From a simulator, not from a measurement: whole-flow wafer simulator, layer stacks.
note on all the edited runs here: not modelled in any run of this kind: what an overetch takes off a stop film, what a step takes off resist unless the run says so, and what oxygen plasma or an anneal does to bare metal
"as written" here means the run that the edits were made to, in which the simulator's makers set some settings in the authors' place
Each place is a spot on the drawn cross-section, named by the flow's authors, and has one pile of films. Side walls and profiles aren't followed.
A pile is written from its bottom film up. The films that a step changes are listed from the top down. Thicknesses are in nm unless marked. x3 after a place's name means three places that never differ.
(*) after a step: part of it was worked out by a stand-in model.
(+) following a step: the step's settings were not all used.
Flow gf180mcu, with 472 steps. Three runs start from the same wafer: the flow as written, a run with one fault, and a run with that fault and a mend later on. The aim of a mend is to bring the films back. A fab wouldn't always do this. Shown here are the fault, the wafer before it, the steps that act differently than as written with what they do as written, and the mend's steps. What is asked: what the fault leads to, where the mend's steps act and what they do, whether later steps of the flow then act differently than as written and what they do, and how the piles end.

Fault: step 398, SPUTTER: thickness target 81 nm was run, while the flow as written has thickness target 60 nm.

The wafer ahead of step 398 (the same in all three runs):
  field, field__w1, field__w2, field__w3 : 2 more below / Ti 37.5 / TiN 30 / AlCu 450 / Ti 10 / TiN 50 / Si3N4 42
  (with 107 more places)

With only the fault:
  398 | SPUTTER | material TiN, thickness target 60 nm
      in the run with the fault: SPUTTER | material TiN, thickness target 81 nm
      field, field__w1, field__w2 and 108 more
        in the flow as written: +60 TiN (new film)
        in the run with the fault: +81 TiN (new film)
  Steps later in the flow that act otherwise than as written (5 other steps are not shown; they differ only slightly, by no more than 2% or 0.5 nm, whichever is larger):
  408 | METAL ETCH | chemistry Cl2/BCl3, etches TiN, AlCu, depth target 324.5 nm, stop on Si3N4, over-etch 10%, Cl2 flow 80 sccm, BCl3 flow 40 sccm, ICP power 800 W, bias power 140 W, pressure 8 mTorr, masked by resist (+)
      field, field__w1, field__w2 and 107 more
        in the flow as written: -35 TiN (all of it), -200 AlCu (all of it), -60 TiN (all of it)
        in the run with the fault: -35 TiN (all of it), -200 AlCu (all of it), -81 TiN (all of it)
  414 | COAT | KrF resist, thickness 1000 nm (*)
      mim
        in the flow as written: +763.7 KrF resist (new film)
        in the run with the fault: +747.8 KrF resist (new film)
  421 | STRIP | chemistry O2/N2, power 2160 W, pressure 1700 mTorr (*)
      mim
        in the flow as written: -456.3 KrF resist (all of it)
        in the run with the fault: -440.6 KrF resist (all of it)
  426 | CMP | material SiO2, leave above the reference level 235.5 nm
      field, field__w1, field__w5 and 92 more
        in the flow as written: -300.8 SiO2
        in the run with the fault: -279.8 SiO2
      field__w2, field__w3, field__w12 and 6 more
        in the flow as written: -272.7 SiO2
        in the run with the fault: -251.7 SiO2
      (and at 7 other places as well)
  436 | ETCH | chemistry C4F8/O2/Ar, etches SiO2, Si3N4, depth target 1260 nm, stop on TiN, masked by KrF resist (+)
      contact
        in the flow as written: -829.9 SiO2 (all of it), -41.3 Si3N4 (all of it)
        in the run with the fault: -850.9 SiO2 (all of it), -41.3 Si3N4 (all of it)
  At field__w8, contact, m1, m1__w1, mim, m1_nw, the piles at the end differ from the flow's by more than 2% or 0.5 nm, whichever is larger.
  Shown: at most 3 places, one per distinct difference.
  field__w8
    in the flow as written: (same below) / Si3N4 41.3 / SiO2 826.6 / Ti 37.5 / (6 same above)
    in the run with the fault: (same below) / Si3N4 41.3 / SiO2 847.6 / Ti 37.5 / (6 same above)
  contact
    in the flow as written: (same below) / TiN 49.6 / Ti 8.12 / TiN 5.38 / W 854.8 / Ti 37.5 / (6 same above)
    in the run with the fault: (same below) / TiN 49.6 / Ti 8.02 / TiN 5.32 / W 876 / Ti 37.5 / (6 same above)
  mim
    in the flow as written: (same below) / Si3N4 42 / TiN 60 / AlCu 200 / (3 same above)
    in the run with the fault: (same below) / Si3N4 42 / TiN 81 / AlCu 200 / (3 same above)

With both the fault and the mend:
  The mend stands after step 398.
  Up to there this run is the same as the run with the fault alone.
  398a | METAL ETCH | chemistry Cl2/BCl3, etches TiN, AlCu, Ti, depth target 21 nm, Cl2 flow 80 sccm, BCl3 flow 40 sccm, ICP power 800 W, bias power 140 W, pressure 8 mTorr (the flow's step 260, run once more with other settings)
      field, field__w1, field__w2 and 108 more
        -21 TiN
  None of the later steps of the flow acts differently than as written at any place that is followed.
  At every place that both follow, the piles at the end match the flow's.
